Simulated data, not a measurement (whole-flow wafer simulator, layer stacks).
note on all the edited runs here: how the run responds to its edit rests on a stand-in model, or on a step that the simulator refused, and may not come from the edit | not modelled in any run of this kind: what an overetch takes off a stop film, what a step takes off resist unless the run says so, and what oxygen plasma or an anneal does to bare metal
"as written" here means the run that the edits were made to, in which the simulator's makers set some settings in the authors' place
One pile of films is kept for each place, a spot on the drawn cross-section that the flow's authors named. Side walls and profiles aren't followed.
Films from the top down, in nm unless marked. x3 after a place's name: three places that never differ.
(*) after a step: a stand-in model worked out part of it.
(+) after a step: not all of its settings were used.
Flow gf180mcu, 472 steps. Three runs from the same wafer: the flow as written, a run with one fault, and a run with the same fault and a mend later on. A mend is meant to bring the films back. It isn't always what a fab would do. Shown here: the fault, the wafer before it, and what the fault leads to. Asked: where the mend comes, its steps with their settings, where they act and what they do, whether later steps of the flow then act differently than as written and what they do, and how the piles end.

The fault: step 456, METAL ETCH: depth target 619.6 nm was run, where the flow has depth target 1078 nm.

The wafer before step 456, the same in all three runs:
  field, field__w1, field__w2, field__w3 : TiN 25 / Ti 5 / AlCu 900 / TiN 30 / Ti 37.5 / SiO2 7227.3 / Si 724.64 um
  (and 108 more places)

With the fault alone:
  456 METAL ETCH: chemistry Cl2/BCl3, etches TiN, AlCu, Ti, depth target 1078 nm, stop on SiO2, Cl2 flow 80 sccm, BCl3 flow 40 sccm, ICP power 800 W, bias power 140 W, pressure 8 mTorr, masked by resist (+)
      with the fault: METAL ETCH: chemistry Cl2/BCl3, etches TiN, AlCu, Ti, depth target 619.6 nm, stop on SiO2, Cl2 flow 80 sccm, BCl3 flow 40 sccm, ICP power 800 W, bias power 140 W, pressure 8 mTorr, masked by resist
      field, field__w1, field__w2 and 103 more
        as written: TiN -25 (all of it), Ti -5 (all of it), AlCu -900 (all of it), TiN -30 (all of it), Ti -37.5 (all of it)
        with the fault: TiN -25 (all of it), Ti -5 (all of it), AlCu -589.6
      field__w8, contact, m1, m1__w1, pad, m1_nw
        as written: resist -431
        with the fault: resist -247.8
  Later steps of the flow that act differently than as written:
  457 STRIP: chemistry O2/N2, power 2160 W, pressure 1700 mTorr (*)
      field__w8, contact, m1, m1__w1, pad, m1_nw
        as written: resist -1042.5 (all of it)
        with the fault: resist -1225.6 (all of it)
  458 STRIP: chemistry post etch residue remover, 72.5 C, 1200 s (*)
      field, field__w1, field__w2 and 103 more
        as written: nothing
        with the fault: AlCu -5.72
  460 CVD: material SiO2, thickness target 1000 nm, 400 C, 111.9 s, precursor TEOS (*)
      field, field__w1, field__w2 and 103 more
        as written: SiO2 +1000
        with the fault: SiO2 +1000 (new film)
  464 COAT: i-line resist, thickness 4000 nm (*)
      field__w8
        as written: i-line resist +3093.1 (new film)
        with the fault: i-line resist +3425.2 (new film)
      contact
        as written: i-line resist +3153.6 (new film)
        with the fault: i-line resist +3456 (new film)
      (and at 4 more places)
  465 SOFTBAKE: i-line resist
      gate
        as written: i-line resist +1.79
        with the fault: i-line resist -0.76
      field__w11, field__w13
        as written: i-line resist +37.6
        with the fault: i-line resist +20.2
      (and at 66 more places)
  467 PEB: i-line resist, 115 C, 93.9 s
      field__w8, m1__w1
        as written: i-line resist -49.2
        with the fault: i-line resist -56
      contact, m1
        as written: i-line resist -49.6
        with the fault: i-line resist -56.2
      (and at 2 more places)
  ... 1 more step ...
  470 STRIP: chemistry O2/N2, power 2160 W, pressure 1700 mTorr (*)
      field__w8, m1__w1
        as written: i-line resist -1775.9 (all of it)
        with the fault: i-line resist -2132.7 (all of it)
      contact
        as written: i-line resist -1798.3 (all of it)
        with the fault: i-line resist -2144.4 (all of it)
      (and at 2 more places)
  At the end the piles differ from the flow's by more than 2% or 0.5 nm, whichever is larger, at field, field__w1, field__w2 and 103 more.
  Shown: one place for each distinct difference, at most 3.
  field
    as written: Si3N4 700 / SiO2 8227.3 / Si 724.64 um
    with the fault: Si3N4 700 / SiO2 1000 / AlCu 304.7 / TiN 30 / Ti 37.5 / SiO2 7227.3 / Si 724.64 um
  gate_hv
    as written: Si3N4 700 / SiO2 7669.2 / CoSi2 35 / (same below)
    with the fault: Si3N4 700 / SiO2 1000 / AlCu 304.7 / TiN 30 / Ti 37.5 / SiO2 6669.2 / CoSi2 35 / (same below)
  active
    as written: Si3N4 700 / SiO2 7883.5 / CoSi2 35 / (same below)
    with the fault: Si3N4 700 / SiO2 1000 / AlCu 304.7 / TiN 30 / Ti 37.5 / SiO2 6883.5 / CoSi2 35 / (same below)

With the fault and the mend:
  The mend comes after step 458.
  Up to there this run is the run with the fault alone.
  458a DEHYDRATE: 200 C, 60 s (the flow's step 449 once more)
      changes no film at any place that is followed
  458b HMDS: 120 C, 60 s (the flow's step 450 once more)
      changes no film at any place that is followed
  458c COAT: resist, thickness 1500 nm (*) (the flow's step 451 once more)
      iso_ptap_pw, iso_ntap_nw, iso_nw_fld and 33 more
        resist +1500 (new film)
      field_sub, field_sub__w1, field_sub__w2 and 12 more
        resist +1508.1 (new film)
      p_well, sti, spacer, sd_n, mim_1p0, dice_street
        resist +1503 (new film)
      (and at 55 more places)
  458d SOFTBAKE: resist (the flow's step 452 once more)
      field__w7, ld_sd_n, gate_hv5
        resist -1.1
      gate_p_hv, nw_enc_fld, nw_enc_fld__w1
        resist -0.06
      field__w9, ld_body_p_dnw
        resist -0.11
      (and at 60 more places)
  458e EXPOSE: photomask MetalTop (the flow's step 453 once more)
      changes no film at any place that is followed
  458f PEB: resist, 70.3 s (the flow's step 454 once more)
      field__w2, field__w3, field__w5 and 43 more
        resist -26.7
      iso_ptap_pw, iso_ntap_nw, iso_nw_fld and 33 more
        resist -26.5
      p_well, sti, spacer, sd_n, mim_1p0, dice_street
        resist -26.6
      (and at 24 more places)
  458g DEVELOP: thickness 1500 nm, 60 s (the flow's step 455 once more)
      iso_ptap_pw, iso_ntap_nw, iso_nw_fld and 33 more
        resist -1473.5 (all of it)
      field__w5, field__w9, field__w11, field__w13, nplus_u, npoly_u, ppoly_u
        resist -1481.8 (all of it)
      field__w2, field__w3, field__w12, active_nat, ppoly_sal, nw_enc_fld
        resist -1481.5 (all of it)
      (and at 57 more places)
  458h METAL ETCH: chemistry Cl2/BCl3, etches TiN, AlCu, Ti, depth target 457.9 nm, stop on SiO2, Cl2 flow 80 sccm, BCl3 flow 40 sccm, ICP power 800 W, bias power 140 W, pressure 8 mTorr, masked by resist (+) (the flow's step 456 once more, with other settings)
      field, field__w1, field__w2 and 103 more
        AlCu -304.7 (all of it), TiN -30 (all of it), Ti -37.5 (all of it)
      field__w8, contact, m1, m1__w1, pad, m1_nw
        resist -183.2
  458i STRIP: chemistry O2/N2, power 2160 W, pressure 1700 mTorr (*) (the flow's step 457 once more)
      field__w8
        resist -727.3 (all of it)
      contact
        resist -725.7 (all of it)
      m1
        resist -725.9 (all of it)
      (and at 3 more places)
  458j STRIP: chemistry post etch residue remover, 72.5 C, 1200 s (*) (the flow's step 458 once more)
      field__w8, contact, m1, m1__w1, pad, m1_nw
        TiN -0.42
  No later step of the flow acts differently than as written, at any place that is followed, by more than 2% or 0.5 nm, whichever is larger.
  At the end the piles differ from the flow's only slightly at the places that both follow, by at most 2% or 0.5 nm, whichever is larger.
